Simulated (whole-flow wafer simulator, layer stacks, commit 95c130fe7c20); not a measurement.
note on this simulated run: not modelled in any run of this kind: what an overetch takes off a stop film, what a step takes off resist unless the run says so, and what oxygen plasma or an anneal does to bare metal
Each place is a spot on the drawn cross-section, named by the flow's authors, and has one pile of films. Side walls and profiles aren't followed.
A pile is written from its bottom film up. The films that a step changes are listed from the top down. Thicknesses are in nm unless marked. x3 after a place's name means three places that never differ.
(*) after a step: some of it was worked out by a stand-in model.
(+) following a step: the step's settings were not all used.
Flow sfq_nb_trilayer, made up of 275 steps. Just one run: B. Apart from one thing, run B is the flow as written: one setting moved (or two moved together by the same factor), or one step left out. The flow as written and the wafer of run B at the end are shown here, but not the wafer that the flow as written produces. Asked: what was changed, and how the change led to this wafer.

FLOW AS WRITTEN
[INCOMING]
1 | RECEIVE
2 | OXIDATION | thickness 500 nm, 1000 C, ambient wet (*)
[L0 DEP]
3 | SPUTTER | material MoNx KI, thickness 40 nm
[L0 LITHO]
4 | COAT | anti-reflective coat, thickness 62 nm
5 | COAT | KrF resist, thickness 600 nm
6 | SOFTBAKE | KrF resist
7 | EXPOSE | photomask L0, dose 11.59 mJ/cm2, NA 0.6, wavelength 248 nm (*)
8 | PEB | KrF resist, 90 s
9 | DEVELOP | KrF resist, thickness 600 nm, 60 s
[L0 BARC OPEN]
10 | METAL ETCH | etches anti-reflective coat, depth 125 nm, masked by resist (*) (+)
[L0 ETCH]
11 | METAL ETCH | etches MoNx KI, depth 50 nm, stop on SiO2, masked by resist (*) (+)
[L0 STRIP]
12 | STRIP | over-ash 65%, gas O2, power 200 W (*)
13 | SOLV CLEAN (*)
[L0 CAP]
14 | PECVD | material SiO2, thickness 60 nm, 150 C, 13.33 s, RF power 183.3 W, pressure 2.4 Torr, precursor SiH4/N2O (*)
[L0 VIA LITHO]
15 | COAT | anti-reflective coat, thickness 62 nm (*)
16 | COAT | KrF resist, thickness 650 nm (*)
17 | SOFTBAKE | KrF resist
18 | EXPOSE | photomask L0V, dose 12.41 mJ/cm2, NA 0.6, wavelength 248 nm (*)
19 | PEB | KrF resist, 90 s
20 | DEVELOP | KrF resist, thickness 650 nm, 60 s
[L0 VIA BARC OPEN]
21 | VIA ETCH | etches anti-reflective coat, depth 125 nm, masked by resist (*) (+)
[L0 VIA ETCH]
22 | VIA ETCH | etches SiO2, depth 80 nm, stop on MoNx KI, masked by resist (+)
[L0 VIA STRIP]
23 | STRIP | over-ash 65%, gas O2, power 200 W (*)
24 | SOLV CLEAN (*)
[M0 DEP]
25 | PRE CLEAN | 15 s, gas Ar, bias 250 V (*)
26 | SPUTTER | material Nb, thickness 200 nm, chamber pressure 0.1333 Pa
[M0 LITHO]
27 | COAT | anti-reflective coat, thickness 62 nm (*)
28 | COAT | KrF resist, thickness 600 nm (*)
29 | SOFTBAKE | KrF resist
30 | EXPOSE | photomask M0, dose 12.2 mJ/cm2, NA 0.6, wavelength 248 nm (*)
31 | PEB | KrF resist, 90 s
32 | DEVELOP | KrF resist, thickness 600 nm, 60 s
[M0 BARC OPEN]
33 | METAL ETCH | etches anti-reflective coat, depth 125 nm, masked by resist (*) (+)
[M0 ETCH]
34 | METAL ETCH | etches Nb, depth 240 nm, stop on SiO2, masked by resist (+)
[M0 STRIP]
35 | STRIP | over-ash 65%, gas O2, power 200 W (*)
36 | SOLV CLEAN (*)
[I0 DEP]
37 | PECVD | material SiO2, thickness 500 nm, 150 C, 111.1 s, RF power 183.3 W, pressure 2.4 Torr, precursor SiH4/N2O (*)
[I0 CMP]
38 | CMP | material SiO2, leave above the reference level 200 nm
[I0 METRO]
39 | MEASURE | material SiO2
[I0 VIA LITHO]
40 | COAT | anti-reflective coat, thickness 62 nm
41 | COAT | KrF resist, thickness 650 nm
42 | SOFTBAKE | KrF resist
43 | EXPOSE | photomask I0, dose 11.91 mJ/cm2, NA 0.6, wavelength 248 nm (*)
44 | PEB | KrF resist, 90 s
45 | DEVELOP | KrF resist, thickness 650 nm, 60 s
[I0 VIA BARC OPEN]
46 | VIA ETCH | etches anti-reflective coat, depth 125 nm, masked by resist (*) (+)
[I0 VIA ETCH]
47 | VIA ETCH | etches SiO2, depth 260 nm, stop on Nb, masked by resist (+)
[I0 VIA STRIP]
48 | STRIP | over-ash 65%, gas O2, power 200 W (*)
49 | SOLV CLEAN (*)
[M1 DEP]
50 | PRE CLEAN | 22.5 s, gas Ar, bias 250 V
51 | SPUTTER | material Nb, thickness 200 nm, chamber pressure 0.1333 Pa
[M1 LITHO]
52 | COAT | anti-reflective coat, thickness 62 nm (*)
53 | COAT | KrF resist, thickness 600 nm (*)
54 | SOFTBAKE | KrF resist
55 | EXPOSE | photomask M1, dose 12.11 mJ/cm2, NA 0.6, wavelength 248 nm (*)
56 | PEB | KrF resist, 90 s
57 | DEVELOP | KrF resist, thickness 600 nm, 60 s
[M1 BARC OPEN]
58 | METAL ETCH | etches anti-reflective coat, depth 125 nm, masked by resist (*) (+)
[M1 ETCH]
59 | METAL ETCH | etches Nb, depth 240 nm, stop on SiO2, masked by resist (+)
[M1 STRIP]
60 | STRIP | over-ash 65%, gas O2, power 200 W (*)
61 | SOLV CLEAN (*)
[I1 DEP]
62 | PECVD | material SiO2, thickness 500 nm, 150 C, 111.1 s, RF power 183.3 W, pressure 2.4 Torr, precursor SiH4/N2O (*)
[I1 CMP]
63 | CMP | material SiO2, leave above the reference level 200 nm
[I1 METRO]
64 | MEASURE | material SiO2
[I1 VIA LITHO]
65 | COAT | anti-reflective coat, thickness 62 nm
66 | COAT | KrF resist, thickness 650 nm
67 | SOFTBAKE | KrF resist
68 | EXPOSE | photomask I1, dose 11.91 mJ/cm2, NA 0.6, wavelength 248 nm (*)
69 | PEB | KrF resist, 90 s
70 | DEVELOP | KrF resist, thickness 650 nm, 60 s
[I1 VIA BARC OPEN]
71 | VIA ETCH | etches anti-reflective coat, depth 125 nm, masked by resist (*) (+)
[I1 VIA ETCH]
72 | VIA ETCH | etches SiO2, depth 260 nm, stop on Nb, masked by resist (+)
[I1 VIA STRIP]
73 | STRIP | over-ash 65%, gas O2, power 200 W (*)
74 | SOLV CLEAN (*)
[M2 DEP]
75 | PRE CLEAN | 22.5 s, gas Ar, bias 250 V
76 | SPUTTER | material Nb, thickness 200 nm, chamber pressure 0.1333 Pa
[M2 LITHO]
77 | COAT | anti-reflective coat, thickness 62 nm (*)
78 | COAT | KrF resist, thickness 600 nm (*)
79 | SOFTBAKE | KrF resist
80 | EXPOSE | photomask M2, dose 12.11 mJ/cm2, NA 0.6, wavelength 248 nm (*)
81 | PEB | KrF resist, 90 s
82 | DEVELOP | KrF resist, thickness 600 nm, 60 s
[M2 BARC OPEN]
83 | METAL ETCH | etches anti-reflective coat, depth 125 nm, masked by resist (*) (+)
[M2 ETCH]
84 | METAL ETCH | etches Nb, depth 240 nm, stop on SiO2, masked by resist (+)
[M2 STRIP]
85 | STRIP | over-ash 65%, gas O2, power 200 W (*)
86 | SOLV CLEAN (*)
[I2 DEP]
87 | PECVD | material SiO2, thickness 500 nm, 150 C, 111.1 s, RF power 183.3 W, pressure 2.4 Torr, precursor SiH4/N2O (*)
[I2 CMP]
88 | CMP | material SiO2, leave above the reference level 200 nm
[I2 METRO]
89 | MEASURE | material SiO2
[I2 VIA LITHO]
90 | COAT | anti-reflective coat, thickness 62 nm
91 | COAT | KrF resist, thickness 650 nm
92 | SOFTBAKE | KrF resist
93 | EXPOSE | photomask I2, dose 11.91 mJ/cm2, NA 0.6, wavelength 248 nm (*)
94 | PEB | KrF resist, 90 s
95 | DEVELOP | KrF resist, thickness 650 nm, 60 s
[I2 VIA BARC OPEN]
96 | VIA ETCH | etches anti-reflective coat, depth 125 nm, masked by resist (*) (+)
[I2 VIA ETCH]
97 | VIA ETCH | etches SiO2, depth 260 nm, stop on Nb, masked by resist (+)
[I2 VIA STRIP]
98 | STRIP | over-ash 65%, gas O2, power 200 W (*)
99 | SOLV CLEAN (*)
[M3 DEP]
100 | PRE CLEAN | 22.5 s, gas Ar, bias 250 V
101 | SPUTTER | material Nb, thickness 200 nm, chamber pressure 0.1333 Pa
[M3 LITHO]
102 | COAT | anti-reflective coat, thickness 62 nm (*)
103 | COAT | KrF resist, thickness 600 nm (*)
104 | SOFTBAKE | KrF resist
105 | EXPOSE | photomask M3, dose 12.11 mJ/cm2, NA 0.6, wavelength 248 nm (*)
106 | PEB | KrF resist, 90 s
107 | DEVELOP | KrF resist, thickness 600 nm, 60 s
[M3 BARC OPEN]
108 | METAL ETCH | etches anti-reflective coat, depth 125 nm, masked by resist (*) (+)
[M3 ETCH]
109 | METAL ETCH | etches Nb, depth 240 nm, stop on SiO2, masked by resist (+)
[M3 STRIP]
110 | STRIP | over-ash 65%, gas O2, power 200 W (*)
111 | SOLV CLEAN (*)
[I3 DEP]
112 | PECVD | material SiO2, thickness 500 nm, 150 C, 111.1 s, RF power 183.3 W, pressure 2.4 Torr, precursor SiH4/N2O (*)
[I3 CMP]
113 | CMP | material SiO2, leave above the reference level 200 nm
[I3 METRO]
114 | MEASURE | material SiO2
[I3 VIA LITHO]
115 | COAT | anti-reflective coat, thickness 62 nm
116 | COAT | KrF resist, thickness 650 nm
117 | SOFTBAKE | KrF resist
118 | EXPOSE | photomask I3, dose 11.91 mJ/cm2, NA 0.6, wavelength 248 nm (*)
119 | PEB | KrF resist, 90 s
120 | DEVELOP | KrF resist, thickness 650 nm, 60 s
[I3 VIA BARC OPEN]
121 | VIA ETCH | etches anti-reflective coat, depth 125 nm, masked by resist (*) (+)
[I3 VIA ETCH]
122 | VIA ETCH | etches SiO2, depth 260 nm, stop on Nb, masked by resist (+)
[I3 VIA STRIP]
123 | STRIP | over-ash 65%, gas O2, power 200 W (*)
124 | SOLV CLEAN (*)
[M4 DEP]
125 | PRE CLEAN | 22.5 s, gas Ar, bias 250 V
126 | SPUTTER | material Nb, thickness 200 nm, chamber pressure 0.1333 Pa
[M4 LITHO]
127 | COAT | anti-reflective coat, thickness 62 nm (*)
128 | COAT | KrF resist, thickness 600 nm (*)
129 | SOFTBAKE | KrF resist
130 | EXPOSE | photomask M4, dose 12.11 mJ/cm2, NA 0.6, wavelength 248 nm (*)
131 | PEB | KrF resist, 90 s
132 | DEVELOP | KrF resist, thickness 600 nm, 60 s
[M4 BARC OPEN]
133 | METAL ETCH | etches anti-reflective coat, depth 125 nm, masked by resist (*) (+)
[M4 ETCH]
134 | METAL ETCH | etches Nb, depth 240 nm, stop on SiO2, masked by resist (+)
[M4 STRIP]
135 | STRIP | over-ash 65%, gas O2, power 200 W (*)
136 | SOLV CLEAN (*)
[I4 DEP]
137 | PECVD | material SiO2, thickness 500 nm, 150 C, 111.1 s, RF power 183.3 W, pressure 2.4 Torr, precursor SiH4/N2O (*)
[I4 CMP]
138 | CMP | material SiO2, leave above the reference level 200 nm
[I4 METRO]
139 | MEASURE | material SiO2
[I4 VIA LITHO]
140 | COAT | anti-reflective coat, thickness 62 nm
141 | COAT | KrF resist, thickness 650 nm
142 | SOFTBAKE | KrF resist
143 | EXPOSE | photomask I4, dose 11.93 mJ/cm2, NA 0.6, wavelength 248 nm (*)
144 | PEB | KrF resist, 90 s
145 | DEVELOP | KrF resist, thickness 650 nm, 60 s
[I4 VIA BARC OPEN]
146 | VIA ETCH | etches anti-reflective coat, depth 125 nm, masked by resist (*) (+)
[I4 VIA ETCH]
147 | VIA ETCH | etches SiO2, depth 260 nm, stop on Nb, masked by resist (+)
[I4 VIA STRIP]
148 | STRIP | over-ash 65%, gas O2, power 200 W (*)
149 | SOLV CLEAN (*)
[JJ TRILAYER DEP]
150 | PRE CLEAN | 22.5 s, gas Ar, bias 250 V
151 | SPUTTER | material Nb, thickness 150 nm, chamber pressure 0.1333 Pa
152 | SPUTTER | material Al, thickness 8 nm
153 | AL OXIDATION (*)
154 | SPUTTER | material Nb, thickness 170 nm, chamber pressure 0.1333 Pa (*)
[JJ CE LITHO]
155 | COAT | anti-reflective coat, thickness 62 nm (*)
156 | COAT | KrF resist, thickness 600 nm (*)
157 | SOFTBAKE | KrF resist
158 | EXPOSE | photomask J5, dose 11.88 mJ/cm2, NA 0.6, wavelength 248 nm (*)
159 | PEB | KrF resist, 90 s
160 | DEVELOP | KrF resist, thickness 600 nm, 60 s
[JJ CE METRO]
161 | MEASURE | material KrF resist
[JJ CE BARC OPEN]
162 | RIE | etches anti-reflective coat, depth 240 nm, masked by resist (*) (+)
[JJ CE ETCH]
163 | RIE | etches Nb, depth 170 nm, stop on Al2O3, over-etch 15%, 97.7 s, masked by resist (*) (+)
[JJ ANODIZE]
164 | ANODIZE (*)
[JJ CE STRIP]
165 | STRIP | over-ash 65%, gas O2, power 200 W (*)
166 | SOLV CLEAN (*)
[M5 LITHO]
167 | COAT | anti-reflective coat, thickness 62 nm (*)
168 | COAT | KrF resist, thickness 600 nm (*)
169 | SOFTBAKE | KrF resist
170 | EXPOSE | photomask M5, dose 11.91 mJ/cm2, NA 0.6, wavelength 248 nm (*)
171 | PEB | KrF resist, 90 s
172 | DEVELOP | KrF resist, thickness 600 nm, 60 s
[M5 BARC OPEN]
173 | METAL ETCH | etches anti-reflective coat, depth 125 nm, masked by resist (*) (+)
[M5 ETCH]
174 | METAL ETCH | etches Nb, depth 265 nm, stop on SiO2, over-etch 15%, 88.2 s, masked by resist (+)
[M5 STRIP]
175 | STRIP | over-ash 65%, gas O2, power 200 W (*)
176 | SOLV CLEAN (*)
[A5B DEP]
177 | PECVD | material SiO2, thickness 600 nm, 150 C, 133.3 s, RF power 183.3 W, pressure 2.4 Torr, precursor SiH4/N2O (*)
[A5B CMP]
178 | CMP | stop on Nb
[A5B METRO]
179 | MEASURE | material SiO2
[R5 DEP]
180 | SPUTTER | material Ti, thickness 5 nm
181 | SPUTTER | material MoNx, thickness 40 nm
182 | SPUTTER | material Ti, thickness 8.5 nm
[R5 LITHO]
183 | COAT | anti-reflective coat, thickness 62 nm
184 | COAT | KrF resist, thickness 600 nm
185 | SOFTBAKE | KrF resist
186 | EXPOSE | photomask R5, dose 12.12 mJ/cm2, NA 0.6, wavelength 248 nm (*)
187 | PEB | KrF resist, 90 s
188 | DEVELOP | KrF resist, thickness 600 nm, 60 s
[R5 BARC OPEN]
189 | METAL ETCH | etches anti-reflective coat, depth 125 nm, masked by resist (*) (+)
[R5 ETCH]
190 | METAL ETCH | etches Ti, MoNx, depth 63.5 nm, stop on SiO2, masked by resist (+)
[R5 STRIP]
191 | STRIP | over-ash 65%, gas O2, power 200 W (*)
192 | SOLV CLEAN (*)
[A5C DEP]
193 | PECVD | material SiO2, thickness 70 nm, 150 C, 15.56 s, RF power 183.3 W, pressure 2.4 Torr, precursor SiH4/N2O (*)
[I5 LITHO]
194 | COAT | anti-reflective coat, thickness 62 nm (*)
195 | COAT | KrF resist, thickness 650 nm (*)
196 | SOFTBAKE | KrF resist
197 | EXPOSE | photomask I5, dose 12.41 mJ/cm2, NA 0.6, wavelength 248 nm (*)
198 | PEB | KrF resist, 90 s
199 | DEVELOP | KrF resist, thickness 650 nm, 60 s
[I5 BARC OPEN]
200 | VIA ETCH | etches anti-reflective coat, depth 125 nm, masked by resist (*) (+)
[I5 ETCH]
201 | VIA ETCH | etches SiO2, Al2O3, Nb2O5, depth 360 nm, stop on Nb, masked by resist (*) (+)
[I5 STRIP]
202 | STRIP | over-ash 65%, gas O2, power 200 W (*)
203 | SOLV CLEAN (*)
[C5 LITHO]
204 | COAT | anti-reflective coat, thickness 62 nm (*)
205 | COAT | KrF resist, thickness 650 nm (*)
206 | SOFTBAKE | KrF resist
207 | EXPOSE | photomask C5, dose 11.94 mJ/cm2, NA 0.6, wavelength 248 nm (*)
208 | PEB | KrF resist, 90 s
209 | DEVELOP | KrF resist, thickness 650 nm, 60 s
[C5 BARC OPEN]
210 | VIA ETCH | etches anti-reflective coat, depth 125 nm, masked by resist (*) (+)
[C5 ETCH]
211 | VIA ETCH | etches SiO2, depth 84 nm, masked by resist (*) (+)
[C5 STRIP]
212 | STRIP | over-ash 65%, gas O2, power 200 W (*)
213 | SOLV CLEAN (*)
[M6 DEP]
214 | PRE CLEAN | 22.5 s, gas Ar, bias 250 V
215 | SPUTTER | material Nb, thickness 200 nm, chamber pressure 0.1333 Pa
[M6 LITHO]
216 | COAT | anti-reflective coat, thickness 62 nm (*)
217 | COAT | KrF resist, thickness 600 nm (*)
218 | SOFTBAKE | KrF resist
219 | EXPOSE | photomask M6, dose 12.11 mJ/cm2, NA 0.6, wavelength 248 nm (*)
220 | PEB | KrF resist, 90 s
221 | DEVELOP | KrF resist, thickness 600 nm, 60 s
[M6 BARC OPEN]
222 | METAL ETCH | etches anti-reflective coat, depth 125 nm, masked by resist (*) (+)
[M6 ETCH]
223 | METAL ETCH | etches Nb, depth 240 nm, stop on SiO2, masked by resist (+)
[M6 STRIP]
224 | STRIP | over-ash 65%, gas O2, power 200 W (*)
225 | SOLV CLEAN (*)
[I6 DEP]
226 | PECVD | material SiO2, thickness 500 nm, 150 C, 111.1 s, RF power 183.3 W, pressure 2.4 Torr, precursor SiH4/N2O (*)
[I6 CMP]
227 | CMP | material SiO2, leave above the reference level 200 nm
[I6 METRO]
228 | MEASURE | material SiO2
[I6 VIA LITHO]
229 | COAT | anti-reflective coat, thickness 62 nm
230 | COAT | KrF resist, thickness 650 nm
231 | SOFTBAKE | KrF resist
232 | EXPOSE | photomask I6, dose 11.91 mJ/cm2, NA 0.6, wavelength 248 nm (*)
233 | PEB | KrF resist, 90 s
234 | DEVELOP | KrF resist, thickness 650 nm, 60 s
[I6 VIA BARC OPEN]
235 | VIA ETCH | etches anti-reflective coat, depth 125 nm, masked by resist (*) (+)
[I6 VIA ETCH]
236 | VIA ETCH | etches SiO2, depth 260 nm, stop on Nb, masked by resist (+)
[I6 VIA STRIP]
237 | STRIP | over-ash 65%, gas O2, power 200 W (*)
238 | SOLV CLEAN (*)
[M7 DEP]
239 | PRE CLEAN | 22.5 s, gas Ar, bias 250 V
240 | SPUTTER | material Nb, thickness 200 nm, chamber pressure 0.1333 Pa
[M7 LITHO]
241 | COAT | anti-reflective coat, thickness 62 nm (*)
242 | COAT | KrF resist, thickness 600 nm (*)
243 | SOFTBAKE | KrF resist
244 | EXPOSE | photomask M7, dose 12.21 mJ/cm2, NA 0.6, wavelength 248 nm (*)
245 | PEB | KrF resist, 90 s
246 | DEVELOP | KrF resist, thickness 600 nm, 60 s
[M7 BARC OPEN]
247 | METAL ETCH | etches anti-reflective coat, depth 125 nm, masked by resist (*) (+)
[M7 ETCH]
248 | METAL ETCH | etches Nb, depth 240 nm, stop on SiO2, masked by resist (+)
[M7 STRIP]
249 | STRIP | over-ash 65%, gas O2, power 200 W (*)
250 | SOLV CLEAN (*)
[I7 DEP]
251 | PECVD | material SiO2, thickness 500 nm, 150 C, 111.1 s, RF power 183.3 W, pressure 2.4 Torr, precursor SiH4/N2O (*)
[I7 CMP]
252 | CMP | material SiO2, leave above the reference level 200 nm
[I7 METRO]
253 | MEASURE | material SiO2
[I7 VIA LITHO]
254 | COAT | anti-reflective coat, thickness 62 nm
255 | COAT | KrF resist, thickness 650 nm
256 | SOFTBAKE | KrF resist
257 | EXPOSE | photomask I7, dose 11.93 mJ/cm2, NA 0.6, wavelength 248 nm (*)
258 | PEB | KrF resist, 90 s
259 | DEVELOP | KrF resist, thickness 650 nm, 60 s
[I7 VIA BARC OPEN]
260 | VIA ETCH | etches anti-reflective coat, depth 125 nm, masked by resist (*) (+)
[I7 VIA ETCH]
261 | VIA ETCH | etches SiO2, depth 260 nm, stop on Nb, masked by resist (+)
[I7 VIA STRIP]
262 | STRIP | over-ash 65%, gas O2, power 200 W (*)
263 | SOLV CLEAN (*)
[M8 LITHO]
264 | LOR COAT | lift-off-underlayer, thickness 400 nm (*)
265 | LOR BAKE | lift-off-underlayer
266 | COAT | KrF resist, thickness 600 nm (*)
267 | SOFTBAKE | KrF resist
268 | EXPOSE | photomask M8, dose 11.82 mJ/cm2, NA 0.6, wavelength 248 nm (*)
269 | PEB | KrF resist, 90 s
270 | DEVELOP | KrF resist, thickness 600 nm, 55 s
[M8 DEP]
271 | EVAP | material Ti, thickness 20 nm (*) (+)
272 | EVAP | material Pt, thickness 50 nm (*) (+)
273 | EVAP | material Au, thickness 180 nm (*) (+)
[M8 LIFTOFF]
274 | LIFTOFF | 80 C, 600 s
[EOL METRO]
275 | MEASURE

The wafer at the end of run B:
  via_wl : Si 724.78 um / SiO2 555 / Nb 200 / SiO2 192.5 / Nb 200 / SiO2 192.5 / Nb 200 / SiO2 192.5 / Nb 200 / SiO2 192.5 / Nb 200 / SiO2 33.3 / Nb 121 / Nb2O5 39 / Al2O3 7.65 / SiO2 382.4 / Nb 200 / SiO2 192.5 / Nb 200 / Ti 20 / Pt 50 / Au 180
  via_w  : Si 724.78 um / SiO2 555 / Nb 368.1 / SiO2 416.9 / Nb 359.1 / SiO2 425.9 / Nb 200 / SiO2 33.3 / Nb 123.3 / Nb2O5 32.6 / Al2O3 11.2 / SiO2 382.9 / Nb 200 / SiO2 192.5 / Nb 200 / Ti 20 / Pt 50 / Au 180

What caused this: step 147, VIA ETCH: depth 159 nm was run, while the flow as written has depth 260 nm.

How this came from the change, step by step:
  147 | VIA ETCH | etches SiO2, depth 260 nm, stop on Nb, masked by resist (+)
      via_wl, via_w, via_wr: SiO2 loses 159 (as written it would have been: SiO2 loses 199.8 (all of it))
      field_l, v_sur, via_sp and 100 more: KrF resist loses 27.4 (as written it would have been: KrF resist loses 44.8)
  148 | STRIP | over-ash 65%, gas O2, power 200 W (*)
      field_l, v_sur, via_sp and 100 more: KrF resist loses 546 (all of it), anti-reflective coat loses 62 (all of it) (as written it would have been: KrF resist loses 528.6 (all of it), anti-reflective coat loses 62 (all of it))
  150 | PRE CLEAN | 22.5 s, gas Ar, bias 250 V
      via_wl, via_w, via_wr: SiO2 loses 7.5 (as written it would have been: Nb loses 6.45)
  151 | SPUTTER | material Nb, thickness 150 nm, chamber pressure 0.1333 Pa
      via_wl, via_w, via_wr: Nb gains 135 (new film) (as written it would have been: Nb gains 130.4)
  154 | SPUTTER | material Nb, thickness 170 nm, chamber pressure 0.1333 Pa (*)
      via_wl, via_wr: Nb gains 147.6 (new film) (as written it would have been: Nb gains 140.7 (new film))
      via_w: Nb gains 147.9 (new film) (as written it would have been: Nb gains 141 (new film))
  155 | COAT | anti-reflective coat, thickness 62 nm (*)
      via_wl, via_wr: anti-reflective coat gains 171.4 (new film) (as written it would have been: anti-reflective coat gains 209.4 (new film))
      v_sur: anti-reflective coat gains 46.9 (new film) (as written it would have been: anti-reflective coat gains 45.1 (new film))
      (also at 2 further places)
  156 | COAT | KrF resist, thickness 600 nm (*)
      via_w: KrF resist gains 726 (new film) (as written it would have been: KrF resist gains 763.8 (new film))
  160 | DEVELOP | KrF resist, thickness 600 nm, 60 s
      via_w: KrF resist loses 724.4 (all of it) (as written it would have been: KrF resist loses 762.1 (all of it))
  162 | RIE | etches anti-reflective coat, depth 240 nm, masked by resist (*) (+)
      ce_l, c5j, ce_r, wl_jj: KrF resist loses 171.4 (as written it would have been: KrF resist loses 209.4)
      via_wl, via_wr: anti-reflective coat loses 171.4 (all of it) (as written it would have been: anti-reflective coat loses 209.4 (all of it))
      (also at 3 further places)
  163 | RIE | etches Nb, depth 170 nm, stop on Al2O3, over-etch 15%, 97.7 s, masked by resist (*) (+)
      via_wl, via_wr: Nb loses 147.6 (all of it), Al2O3 loses 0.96 (all of it) (as written it would have been: Nb loses 140.7 (all of it), Al2O3 loses 0.96 (all of it))
      via_w: Nb loses 147.9 (all of it), Al2O3 loses 0.96 (all of it) (as written it would have been: Nb loses 141 (all of it), Al2O3 loses 0.96 (all of it))
  164 | ANODIZE (*)
      via_w: Al2O3 gains 11.2 (new film), Nb2O5 gains 32.6 (new film), Al loses 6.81 (all of it), Nb loses 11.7 (as written it would have been: Al2O3 gains 10.8 (new film), Nb2O5 gains 33.3 (new film), Al loses 6.54 (all of it), Nb loses 12)
  165 | STRIP | over-ash 65%, gas O2, power 200 W (*)
      ce_l: KrF resist loses 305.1 (all of it), anti-reflective coat loses 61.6 (all of it) (as written it would have been: KrF resist loses 266.8 (all of it), anti-reflective coat loses 61.4 (all of it))
      c5j: KrF resist loses 305.1 (all of it), anti-reflective coat loses 61.6 (all of it) (as written it would have been: KrF resist loses 266.9 (all of it), anti-reflective coat loses 61.5 (all of it))
      (also at 2 further places)
  167 | COAT | anti-reflective coat, thickness 62 nm (*)
      v_sur: anti-reflective coat gains 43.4 (new film) (as written it would have been: anti-reflective coat gains 44.9 (new film))
      via_wl: anti-reflective coat gains 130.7 (new film) (as written it would have been: anti-reflective coat gains 170.5 (new film))
      (also at 2 further places)
  168 | COAT | KrF resist, thickness 600 nm (*)
      via_w: KrF resist gains 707 (new film) (as written it would have been: KrF resist gains 732.6 (new film))
  175 | STRIP | over-ash 65%, gas O2, power 200 W (*)
      v_sur: KrF resist loses 355.9 (all of it), anti-reflective coat loses 43.4 (all of it) (as written it would have been: KrF resist loses 349.2 (all of it), anti-reflective coat loses 44.9 (all of it))
      via_wl: KrF resist loses 430.2 (all of it), anti-reflective coat loses 130.7 (all of it) (as written it would have been: KrF resist loses 427 (all of it), anti-reflective coat loses 170.5 (all of it))
      (also at 2 further places)
  178 | CMP | stop on Nb
      via_wl, via_wr: SiO2 loses 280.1 (as written it would have been: SiO2 loses 235.7)
      via_w: SiO2 loses 279.6 (as written it would have been: SiO2 loses 235.2)
With metal films that touch counted as one body, via_wl has 8 bodies (between them, from the top down: SiO2 192.5; SiO2 382.4 / Al2O3 7.65 / Nb2O5 39; SiO2 33.3; SiO2 192.5; SiO2 192.5; SiO2 192.5; SiO2 192.5); the flow as written gives 7 bodies (between them, from the top down: SiO2 192.5; SiO2 426.8 / Al2O3 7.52 / Nb2O5 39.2; SiO2 192.5; SiO2 192.5; SiO2 192.5; SiO2 192.5).
With metal films that touch counted as one body, via_w has 6 bodies (between them, from the top down: SiO2 192.5; SiO2 382.9 / Al2O3 11.2 / Nb2O5 32.6; SiO2 33.3; SiO2 425.9; SiO2 416.9); the flow as written gives 5 bodies (between them, from the top down: SiO2 192.5; SiO2 427.3 / Al2O3 10.8 / Nb2O5 33.3; SiO2 425.9; SiO2 416.9).
